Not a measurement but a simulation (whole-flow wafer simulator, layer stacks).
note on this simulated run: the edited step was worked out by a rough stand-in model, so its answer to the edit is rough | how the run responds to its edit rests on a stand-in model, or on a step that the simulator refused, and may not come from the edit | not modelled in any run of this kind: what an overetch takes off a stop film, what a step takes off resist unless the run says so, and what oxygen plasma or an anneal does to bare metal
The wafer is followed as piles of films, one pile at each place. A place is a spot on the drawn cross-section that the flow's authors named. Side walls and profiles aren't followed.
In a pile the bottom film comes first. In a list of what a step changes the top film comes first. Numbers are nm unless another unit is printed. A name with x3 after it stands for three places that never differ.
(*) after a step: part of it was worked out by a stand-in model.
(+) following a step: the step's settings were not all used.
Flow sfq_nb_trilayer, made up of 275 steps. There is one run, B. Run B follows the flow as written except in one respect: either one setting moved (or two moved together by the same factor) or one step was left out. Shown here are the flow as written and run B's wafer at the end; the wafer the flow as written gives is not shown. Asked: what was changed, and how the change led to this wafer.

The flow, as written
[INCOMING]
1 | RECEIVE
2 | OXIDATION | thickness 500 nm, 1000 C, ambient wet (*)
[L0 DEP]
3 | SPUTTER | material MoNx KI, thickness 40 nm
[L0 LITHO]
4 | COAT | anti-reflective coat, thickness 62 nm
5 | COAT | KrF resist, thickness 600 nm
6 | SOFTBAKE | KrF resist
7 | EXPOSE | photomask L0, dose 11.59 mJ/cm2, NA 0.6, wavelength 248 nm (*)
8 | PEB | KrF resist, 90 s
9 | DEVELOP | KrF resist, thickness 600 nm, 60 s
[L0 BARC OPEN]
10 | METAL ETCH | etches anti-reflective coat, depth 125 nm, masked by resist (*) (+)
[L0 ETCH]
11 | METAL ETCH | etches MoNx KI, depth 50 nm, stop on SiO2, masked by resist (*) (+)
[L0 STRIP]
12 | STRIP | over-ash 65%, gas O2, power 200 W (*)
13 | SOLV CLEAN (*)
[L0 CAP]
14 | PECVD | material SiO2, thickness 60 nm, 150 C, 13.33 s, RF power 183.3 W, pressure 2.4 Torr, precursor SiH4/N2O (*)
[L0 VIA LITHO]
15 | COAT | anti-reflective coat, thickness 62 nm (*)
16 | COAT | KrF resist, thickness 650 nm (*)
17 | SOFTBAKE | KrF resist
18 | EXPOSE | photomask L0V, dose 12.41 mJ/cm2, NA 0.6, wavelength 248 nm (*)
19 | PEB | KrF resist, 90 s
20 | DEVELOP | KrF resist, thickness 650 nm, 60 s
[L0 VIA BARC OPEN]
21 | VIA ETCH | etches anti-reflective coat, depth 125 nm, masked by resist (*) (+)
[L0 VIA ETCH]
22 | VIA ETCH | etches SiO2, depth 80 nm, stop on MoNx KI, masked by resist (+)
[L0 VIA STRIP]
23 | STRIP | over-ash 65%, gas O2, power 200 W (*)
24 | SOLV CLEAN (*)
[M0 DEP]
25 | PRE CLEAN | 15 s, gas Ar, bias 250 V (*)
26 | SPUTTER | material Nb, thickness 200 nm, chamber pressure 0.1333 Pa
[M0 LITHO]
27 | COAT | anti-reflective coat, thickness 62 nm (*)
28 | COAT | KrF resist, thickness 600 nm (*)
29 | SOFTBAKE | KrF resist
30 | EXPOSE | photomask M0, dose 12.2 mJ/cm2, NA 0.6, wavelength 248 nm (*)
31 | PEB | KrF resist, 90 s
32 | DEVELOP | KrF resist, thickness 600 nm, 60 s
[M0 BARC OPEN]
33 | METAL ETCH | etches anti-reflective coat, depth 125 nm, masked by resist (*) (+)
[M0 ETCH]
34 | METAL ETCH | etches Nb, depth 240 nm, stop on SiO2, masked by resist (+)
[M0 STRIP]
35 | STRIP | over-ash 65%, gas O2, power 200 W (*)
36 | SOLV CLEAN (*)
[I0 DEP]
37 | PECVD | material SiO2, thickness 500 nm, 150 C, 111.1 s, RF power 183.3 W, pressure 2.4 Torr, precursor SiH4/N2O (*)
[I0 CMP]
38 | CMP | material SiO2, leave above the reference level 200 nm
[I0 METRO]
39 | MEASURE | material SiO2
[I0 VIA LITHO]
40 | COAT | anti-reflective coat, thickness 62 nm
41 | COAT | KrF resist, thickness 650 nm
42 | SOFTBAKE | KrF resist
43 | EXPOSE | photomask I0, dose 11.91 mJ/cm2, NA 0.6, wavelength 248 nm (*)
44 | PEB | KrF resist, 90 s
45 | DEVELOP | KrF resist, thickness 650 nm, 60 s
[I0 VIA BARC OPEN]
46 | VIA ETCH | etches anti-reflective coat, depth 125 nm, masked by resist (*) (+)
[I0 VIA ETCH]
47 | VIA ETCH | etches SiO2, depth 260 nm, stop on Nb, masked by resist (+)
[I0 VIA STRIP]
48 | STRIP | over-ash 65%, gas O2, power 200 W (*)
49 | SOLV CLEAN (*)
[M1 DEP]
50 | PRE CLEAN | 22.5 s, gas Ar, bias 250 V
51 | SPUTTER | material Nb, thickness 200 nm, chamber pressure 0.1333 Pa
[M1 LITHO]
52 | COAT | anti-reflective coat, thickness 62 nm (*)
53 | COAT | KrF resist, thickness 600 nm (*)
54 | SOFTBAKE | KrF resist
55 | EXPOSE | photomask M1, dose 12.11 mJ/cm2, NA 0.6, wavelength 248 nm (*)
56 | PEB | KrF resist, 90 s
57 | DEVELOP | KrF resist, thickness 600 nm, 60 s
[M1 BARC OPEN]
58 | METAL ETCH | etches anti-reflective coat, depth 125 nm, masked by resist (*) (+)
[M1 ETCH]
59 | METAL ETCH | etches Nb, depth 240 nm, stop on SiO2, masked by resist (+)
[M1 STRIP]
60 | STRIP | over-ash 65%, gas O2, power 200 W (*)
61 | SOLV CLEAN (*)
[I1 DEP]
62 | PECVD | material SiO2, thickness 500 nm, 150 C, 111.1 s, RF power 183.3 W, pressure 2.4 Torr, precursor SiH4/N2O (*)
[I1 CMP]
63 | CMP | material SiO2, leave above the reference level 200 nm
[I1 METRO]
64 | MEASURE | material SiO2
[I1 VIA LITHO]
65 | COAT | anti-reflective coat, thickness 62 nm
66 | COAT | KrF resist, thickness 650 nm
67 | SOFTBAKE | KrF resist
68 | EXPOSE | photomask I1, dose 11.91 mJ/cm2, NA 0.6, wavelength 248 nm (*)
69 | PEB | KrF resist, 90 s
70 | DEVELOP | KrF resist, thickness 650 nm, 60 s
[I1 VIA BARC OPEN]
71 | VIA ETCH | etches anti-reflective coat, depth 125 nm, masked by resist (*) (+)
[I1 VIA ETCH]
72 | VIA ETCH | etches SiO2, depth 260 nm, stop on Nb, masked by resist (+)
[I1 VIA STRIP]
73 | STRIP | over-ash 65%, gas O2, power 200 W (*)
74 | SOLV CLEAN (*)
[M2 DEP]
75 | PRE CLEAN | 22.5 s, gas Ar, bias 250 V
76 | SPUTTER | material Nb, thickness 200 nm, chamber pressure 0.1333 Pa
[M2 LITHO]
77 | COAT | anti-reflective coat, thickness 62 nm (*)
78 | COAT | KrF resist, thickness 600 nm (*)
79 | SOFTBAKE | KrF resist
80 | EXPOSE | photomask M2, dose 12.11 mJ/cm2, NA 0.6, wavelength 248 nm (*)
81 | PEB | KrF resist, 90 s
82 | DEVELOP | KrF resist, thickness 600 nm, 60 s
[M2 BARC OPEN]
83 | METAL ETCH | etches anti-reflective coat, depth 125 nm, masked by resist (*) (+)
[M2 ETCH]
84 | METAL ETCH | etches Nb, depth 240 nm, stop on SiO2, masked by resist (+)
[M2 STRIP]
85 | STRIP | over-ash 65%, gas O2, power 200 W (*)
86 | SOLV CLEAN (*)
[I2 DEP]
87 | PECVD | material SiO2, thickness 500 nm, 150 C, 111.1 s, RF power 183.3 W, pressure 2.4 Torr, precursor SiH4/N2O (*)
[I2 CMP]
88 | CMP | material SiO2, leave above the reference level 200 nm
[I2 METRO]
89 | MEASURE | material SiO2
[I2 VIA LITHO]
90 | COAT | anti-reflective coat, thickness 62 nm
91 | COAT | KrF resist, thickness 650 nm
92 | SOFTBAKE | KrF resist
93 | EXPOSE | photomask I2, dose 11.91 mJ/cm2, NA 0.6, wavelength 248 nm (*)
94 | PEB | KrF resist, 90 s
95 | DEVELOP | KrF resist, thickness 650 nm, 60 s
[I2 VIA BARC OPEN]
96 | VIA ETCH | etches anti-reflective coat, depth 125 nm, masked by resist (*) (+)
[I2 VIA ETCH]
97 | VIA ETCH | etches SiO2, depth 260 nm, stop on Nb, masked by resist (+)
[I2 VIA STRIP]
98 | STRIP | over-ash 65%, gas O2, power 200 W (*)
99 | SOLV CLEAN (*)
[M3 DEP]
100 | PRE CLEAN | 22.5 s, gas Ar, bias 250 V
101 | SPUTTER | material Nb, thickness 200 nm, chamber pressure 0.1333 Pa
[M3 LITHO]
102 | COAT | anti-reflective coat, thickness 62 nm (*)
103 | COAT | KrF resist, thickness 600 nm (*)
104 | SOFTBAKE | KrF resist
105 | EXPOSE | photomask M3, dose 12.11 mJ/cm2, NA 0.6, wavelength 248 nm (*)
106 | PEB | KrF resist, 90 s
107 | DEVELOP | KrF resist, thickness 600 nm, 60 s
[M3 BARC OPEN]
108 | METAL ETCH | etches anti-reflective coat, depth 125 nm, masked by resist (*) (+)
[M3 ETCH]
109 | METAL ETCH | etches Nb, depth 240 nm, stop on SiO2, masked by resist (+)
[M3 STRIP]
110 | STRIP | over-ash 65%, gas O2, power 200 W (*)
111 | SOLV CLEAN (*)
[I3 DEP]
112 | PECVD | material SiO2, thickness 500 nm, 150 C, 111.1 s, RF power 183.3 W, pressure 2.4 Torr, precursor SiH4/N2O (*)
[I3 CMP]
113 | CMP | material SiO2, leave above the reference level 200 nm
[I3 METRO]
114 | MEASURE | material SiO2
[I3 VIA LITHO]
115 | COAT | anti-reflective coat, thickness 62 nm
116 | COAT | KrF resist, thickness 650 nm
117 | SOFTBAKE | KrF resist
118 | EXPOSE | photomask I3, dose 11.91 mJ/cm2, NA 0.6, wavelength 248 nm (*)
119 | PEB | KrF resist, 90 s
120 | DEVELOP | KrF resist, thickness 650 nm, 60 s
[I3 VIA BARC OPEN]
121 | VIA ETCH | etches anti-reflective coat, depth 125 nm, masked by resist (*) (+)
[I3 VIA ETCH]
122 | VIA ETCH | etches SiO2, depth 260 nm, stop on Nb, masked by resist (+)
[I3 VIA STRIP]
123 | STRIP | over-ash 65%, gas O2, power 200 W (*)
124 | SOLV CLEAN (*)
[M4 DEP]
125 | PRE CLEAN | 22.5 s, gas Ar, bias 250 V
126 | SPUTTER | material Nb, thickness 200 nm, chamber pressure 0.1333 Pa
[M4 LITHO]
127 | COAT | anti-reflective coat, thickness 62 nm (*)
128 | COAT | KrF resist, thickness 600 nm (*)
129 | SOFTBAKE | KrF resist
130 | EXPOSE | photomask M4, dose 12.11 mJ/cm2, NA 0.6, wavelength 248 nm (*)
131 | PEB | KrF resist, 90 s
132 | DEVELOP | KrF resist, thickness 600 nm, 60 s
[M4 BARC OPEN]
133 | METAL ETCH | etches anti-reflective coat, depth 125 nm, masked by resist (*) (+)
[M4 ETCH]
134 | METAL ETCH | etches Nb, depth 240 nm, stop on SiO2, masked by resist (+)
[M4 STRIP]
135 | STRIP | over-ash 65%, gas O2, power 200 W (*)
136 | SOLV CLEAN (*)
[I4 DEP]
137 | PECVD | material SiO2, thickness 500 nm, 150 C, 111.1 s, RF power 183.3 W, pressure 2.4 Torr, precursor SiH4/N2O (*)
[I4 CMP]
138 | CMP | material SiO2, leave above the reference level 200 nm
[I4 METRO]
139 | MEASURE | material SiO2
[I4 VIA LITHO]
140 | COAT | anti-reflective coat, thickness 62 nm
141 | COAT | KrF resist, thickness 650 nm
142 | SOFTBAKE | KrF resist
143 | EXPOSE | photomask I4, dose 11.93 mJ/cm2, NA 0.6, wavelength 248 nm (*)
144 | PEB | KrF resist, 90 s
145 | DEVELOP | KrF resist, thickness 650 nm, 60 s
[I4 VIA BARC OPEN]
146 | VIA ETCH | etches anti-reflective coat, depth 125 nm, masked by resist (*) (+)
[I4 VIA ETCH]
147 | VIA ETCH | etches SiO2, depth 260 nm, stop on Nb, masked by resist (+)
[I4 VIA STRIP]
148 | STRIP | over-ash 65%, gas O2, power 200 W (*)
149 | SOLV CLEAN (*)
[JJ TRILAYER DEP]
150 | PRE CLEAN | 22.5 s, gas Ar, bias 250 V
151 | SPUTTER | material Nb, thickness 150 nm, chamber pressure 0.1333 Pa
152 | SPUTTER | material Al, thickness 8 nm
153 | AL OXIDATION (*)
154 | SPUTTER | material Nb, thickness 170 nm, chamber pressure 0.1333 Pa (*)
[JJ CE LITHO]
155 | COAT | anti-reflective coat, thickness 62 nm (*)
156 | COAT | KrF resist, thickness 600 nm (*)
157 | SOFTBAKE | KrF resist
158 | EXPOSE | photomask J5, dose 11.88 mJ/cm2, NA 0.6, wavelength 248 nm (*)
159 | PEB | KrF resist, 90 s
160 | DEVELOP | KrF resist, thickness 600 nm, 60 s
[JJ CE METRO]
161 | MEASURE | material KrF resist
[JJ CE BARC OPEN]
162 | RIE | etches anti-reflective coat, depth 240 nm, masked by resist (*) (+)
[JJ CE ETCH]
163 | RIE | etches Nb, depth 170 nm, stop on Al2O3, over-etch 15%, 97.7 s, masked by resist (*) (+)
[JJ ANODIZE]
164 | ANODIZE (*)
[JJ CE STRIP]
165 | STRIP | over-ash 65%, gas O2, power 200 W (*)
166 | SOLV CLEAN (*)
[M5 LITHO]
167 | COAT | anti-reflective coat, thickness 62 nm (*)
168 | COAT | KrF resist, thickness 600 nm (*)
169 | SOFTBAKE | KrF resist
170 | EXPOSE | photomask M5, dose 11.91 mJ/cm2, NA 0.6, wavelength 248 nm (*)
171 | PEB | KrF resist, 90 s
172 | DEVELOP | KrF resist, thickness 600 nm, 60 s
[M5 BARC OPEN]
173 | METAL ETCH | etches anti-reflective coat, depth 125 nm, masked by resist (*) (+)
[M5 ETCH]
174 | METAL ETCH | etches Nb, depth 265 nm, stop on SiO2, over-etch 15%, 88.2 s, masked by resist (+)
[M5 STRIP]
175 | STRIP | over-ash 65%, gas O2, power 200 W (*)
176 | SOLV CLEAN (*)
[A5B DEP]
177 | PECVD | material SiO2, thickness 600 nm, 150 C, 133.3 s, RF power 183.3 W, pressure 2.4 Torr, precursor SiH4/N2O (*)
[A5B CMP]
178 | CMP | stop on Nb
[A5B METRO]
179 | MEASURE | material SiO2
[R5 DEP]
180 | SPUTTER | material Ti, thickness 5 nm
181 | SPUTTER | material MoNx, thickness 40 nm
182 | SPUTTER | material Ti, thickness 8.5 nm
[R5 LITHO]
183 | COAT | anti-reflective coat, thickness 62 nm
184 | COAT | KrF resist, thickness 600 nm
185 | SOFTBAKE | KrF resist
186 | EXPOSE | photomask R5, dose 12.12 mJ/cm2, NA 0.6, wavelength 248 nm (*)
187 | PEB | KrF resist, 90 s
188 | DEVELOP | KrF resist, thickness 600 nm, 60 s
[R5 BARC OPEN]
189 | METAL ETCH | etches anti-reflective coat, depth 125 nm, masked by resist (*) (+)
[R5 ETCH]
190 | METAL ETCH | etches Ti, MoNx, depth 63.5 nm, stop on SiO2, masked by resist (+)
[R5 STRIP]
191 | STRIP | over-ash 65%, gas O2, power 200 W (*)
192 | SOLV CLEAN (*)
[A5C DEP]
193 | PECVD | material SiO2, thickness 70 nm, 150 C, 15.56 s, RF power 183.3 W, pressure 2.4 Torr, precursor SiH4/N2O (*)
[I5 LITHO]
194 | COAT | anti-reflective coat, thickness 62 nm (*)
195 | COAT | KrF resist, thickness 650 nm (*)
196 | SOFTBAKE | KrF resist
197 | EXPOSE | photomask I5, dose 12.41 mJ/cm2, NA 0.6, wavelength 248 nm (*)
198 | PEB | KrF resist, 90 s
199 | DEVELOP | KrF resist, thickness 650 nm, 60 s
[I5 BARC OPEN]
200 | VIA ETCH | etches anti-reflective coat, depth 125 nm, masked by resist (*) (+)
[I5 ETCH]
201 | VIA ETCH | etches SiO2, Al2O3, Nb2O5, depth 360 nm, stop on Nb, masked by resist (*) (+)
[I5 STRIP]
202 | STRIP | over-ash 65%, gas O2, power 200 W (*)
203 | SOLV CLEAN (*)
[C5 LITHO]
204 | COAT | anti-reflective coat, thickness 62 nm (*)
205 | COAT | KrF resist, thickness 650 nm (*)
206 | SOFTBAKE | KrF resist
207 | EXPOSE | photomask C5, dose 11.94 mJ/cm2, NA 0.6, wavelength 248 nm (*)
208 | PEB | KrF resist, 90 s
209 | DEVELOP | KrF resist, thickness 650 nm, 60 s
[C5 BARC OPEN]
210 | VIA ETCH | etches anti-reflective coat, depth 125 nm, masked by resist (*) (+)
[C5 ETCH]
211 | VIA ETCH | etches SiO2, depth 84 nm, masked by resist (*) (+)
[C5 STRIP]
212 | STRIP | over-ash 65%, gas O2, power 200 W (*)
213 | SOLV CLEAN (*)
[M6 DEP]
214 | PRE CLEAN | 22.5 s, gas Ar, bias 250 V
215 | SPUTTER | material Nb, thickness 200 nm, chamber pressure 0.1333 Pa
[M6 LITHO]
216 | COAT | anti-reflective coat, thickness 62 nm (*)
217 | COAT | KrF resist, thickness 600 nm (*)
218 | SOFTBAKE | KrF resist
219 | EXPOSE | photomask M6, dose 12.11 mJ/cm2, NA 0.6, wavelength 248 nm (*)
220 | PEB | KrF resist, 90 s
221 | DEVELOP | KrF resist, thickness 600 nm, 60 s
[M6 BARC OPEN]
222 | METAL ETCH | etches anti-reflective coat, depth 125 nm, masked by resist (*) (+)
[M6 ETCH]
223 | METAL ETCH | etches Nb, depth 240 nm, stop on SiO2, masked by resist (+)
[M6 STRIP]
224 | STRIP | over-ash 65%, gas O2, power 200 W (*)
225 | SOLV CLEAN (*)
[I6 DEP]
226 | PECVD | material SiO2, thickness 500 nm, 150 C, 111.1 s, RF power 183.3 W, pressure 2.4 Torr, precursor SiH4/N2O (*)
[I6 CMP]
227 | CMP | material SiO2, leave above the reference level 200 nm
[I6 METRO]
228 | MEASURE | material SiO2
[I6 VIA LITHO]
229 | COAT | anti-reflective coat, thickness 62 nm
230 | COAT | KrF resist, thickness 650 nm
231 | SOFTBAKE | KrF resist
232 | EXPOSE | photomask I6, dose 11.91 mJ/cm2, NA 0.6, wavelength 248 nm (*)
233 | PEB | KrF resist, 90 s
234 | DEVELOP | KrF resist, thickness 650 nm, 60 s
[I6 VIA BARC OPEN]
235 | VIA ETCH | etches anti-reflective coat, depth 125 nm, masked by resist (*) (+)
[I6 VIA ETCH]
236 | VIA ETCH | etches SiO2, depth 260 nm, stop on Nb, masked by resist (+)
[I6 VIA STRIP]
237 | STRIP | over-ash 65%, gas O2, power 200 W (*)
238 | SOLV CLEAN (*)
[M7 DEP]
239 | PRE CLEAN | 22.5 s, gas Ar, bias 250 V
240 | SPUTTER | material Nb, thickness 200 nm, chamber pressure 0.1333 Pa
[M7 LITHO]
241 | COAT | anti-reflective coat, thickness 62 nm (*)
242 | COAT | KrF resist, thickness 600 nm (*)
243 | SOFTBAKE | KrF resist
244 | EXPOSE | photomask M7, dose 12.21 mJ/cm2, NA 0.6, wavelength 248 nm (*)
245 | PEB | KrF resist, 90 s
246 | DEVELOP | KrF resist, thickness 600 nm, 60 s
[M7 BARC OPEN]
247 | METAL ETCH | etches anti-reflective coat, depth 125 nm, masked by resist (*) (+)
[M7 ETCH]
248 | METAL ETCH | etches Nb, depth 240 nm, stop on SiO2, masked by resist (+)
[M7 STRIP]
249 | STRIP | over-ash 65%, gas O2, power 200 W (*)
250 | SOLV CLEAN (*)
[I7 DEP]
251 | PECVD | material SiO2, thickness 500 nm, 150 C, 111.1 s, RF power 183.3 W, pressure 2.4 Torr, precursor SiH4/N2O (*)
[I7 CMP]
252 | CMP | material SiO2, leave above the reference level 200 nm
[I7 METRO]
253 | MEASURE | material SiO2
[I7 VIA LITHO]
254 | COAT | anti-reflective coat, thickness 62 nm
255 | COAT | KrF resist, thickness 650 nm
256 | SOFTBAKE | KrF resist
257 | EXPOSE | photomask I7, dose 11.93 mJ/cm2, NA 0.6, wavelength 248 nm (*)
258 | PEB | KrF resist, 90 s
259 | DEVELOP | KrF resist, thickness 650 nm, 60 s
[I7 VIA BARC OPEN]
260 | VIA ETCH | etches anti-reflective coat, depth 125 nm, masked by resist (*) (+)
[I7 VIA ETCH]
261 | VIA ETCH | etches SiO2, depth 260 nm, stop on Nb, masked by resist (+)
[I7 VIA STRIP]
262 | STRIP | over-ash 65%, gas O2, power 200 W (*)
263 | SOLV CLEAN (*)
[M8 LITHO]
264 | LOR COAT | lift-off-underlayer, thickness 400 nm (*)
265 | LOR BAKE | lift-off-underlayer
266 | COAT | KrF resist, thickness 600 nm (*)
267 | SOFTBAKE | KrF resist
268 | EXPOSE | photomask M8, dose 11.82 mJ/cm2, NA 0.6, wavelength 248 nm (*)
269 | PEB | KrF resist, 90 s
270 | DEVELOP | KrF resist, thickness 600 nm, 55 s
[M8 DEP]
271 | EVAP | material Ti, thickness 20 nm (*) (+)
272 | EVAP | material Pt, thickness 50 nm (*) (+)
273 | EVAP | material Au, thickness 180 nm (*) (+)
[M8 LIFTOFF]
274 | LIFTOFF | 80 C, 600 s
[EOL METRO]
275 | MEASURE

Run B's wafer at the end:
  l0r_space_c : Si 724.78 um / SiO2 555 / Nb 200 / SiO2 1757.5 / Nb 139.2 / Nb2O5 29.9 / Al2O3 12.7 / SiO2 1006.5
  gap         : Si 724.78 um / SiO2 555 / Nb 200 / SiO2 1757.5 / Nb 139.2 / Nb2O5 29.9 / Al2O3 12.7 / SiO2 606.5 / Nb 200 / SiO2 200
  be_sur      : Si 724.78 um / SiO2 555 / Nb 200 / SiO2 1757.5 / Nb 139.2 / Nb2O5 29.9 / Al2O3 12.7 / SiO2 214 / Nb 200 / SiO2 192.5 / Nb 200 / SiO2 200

Cause: step 137, PECVD: thickness 395 nm was run, though the flow has thickness 500 nm; step 137, PECVD: 87.78 s was run, where the flow has 111.1 s.

The path from the change to this, step by step:
  137 | PECVD | material SiO2, thickness 500 nm, 150 C, 111.1 s, RF power 183.3 W, pressure 2.4 Torr, precursor SiH4/N2O (*)
      field_l, be, be_sur and 55 more: +395 SiO2 (as written it would have been: +500 SiO2)
      v_sur, via_wl, via_w and 35 more: +395 SiO2 (new film) (as written it would have been: +500 SiO2 (new film))
      (and at 10 other places as well)
  138 | CMP | material SiO2, leave above the reference level 200 nm
      field_l, be, be_sur and 55 more: nothing (as written it would have been: -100 SiO2)
      p3_s0, p3_s1, p3_s2, p3_s3, p3_s4, p3_s5: nothing (as written it would have been: -157.1 SiO2)
      (and at 42 other places as well)
  140 | COAT | anti-reflective coat, thickness 62 nm
      p3_s0, p3_s1, p3_s2, p3_s3, p3_s4, p3_s5, m8r_pad_l, m8r_pad_r: +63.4 anti-reflective coat (new film) (as written it would have been: +62 anti-reflective coat (new film))
      p3_l1, p3_l2, p3_l3, p3_l4, p3_l5, p3_l6: +60.6 anti-reflective coat (new film) (as written it would have been: +62 anti-reflective coat (new film))
      (and at 7 other places as well)
  148 | STRIP | over-ash 65%, gas O2, power 200 W (*)
      p3_s1, p3_s2, p3_s3, p3_s4: -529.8 KrF resist (all of it), -63.4 anti-reflective coat (all of it) (as written it would have been: -528.6 KrF resist (all of it), -62 anti-reflective coat (all of it))
      p3_l2, p3_l3, p3_l4, p3_l5: -527.6 KrF resist (all of it), -60.6 anti-reflective coat (all of it) (as written it would have been: -528.6 KrF resist (all of it), -62 anti-reflective coat (all of it))
      (and at 13 other places as well)
  155 | COAT | anti-reflective coat, thickness 62 nm (*)
      p3_l1, p3_l2, p3_l3, p3_l4, p3_l5, p3_l6: +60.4 anti-reflective coat (new film) (as written it would have been: +62 anti-reflective coat (new film))
      m5r_linepad_l, m5r_linepad_r: +63.8 anti-reflective coat (new film) (as written it would have been: +62 anti-reflective coat (new film))
      (and at 6 other places as well)
  162 | RIE | etches anti-reflective coat, depth 240 nm, masked by resist (*) (+)
      p3_l1, p3_l2, p3_l3, p3_l4, p3_l5, p3_l6: -60.4 anti-reflective coat (all of it) (as written it would have been: -62 anti-reflective coat (all of it))
      m5r_linepad_l, m5r_linepad_r: -63.8 anti-reflective coat (all of it) (as written it would have been: -62 anti-reflective coat (all of it))
      (and at 6 other places as well)
  167 | COAT | anti-reflective coat, thickness 62 nm (*)
      p3_l2, p3_l3, p3_l4, p3_l5, p3_l6: +60.3 anti-reflective coat (new film) (as written it would have been: +62 anti-reflective coat (new film))
      m5r_linepad_l, m5r_linepad_r, r5r_spacepad_l, r5r_spacepad_r: +63.8 anti-reflective coat (new film) (as written it would have been: +62 anti-reflective coat (new film))
      (and at 4 other places as well)
  173 | METAL ETCH | etches anti-reflective coat, depth 125 nm, masked by resist (*) (+)
      p3_l2, p3_l3, p3_l4, p3_l5, p3_l6: -60.3 anti-reflective coat (all of it), -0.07 Al2O3 (as written it would have been: -62 anti-reflective coat (all of it), -0.06 Al2O3)
      ln_m6: -59.9 anti-reflective coat (all of it), -0.07 Al2O3 (as written it would have been: -61.9 anti-reflective coat (all of it), -0.06 Al2O3)
      (and at 2 other places as well)
  175 | STRIP | over-ash 65%, gas O2, power 200 W (*)
      m5r_linepad_l, m5r_linepad_r: -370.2 KrF resist (all of it), -63.8 anti-reflective coat (all of it) (as written it would have been: -371.2 KrF resist (all of it), -62 anti-reflective coat (all of it))
      r5r_spacepad_l, r5r_spacepad_r: -370.4 KrF resist (all of it), -63.8 anti-reflective coat (all of it) (as written it would have been: -371.2 KrF resist (all of it), -62 anti-reflective coat (all of it))
      (and at 1 other place as well)
  178 | CMP | stop on Nb
      ce_l, c5j, ce_r: -595 SiO2 (as written it would have been: -600 SiO2 (all of it))
      lsp_r, l0_sur, l0v: -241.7 SiO2 (as written it would have been: -253.3 SiO2)
  190 | METAL ETCH | etches Ti, MoNx, depth 63.5 nm, stop on SiO2, masked by resist (+)
      ce_l, c5j, ce_r: -8.5 Ti (all of it), -40 MoNx (all of it), -5 Ti (all of it) (as written it would have been: -8.5 Ti (all of it), -40 MoNx (all of it), -5 Ti (all of it), -10 Nb)
  193 | PECVD | material SiO2, thickness 70 nm, 150 C, 15.56 s, RF power 183.3 W, pressure 2.4 Torr, precursor SiH4/N2O (*)
      ce_l, c5j, ce_r: +70 SiO2 (as written it would have been: +70 SiO2 (new film))
  194 | COAT | anti-reflective coat, thickness 62 nm (*)
      jj_sur: +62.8 anti-reflective coat (new film) (as written it would have been: +60.8 anti-reflective coat (new film))
      ce_l: +62.7 anti-reflective coat (new film) (as written it would have been: +67.2 anti-reflective coat (new film))
      (and at 3 other places as well)
  201 | VIA ETCH | etches SiO2, Al2O3, Nb2O5, depth 360 nm, stop on Nb, masked by resist (*) (+)
      be: -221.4 SiO2 (all of it), -12.7 Al2O3 (all of it), -29.9 Nb2O5 (all of it) (as written it would have been: -216.4 SiO2 (all of it), -12.7 Al2O3 (all of it), -29.9 Nb2O5 (all of it))
  202 | STRIP | over-ash 65%, gas O2, power 200 W (*)
      jj_sur: -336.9 KrF resist (all of it), -62.8 anti-reflective coat (all of it) (as written it would have been: -337.2 KrF resist (all of it), -60.8 anti-reflective coat (all of it))
      ce_l: -337.9 KrF resist (all of it), -62.7 anti-reflective coat (all of it) (as written it would have been: -341.5 KrF resist (all of it), -67.2 anti-reflective coat (all of it))
      (and at 3 other places as well)
  204 | COAT | anti-reflective coat, thickness 62 nm (*)
      jj_sur: +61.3 anti-reflective coat (new film) (as written it would have been: +59.5 anti-reflective coat (new film))
      ce_l: +61.5 anti-reflective coat (new film) (as written it would have been: +66 anti-reflective coat (new film))
      (and at 3 other places as well)
  ... 5 further steps ...
  227 | CMP | material SiO2, leave above the reference level 200 nm
      ce_l, ce_r: -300 SiO2 (as written it would have been: -290 SiO2)
      c5j: -233 SiO2 (as written it would have been: -223 SiO2)
